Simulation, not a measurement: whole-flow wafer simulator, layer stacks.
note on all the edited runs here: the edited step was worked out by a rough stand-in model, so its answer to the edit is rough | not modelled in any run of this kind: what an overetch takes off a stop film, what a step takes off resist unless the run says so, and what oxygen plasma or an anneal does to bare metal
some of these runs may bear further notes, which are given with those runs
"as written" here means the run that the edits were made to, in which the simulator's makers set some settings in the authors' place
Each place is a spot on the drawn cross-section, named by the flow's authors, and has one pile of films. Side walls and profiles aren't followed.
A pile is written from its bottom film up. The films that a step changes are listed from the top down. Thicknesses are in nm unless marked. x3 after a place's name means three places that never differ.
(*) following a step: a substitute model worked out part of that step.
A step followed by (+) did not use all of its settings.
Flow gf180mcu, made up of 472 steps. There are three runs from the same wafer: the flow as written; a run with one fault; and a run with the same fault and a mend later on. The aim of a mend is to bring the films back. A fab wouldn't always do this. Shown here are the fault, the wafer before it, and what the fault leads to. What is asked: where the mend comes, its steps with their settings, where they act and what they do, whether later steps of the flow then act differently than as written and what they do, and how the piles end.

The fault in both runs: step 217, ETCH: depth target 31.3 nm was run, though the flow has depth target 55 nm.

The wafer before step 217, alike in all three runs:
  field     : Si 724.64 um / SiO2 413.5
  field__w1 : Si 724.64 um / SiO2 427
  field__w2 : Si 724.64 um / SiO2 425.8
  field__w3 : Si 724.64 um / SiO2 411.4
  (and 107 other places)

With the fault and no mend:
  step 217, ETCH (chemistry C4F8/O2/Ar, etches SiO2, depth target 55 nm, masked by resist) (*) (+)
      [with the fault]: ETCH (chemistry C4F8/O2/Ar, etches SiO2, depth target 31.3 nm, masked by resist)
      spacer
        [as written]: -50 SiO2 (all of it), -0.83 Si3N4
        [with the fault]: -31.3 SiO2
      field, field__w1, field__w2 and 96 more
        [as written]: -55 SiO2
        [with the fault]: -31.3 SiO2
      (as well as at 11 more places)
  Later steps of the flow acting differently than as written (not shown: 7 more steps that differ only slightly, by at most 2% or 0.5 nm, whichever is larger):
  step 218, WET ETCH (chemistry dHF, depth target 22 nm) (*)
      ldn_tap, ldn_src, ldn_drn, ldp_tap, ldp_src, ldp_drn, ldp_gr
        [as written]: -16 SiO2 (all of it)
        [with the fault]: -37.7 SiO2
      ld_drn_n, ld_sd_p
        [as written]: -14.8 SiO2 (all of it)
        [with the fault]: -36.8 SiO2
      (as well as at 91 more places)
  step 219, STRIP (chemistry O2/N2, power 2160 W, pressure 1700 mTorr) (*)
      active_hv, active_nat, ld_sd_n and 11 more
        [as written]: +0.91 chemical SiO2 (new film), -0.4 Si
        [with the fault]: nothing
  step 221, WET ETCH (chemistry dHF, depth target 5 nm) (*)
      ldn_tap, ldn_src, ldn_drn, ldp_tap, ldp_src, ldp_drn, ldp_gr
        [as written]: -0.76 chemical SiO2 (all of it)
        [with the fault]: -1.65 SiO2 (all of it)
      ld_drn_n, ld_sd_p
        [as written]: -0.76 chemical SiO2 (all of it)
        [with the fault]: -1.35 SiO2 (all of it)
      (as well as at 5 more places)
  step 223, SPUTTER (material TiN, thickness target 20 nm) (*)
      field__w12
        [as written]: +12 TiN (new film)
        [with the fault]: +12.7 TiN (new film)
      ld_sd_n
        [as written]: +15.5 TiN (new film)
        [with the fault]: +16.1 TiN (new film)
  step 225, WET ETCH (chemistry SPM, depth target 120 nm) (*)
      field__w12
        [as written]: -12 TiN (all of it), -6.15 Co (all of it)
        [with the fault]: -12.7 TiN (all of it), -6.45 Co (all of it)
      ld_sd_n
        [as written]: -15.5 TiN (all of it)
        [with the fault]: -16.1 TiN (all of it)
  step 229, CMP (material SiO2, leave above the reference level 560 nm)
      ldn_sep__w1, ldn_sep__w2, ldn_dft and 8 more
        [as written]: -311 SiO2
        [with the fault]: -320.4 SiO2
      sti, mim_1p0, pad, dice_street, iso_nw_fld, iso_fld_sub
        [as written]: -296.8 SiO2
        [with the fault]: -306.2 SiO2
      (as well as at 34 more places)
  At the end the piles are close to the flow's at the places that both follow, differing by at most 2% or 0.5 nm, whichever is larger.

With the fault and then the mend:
  The mend follows step 217.
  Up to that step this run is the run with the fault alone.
  step 217a, ETCH (chemistry C4F8/O2/Ar, etches SiO2, depth target 23.7 nm, masked by resist) (*) (+) (the flow's step 217 again, with other settings)
      field, field__w1, field__w2 and 96 more
        -23.7 SiO2
      field__w5, field__w9, field__w13 and 8 more
        -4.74 resist
      spacer
        -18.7 SiO2 (all of it), -0.83 Si3N4
  Every later step of the flow that is run acts as written, at every place that is followed, to within 2% or 0.5 nm, whichever is larger.
  At the end the piles are close to the flow's at the places that both follow, differing by at most 2% or 0.5 nm, whichever is larger.
